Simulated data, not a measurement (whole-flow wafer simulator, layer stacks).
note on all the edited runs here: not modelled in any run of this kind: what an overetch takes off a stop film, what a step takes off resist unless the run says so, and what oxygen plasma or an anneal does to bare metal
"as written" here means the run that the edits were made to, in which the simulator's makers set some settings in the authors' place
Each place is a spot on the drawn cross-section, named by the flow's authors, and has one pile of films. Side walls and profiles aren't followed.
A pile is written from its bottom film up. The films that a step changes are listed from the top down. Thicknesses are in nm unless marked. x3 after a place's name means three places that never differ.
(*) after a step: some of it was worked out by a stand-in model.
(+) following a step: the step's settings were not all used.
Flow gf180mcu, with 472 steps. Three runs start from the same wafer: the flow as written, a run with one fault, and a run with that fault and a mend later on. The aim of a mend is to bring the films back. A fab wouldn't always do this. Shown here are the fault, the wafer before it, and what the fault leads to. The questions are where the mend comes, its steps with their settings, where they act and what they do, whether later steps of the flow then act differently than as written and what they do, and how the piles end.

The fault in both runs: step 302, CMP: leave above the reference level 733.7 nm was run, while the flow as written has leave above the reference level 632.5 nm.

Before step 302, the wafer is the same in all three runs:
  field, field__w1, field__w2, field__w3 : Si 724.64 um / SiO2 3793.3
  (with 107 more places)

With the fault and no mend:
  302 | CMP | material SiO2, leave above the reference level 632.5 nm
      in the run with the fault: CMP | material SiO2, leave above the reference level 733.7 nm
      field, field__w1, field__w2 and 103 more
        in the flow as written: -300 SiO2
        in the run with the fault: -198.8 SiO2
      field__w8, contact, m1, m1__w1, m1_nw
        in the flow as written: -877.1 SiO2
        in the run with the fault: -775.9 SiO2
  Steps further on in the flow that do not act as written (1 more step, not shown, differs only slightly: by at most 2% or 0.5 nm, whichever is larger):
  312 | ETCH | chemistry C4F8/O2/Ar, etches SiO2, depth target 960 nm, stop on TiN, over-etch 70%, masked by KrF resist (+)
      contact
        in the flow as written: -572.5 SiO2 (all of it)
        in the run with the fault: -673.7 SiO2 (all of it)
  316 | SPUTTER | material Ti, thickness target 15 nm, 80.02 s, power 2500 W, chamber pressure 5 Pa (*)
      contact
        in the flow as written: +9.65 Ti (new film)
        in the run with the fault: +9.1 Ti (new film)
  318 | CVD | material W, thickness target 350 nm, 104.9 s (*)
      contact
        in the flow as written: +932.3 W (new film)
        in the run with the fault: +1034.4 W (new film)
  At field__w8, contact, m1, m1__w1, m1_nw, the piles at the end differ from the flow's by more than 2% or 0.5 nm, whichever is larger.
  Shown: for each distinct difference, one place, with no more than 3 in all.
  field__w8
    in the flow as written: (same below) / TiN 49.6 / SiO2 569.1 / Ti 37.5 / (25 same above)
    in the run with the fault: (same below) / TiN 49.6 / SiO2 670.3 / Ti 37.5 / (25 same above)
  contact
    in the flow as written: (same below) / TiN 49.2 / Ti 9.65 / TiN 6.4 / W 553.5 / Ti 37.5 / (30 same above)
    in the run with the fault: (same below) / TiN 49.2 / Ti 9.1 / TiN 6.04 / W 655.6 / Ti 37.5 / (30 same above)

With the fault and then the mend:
  After step 302 comes the mend.
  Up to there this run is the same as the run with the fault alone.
  302a | CMP | material SiO2, leave above the reference level 632.5 nm (the flow's step 302 again)
      field, field__w1, field__w2 and 108 more
        -101.2 SiO2
  Every later step of the flow that is run acts as written at every place that is followed.
  The piles end the same as the flow's at every place that both follow.
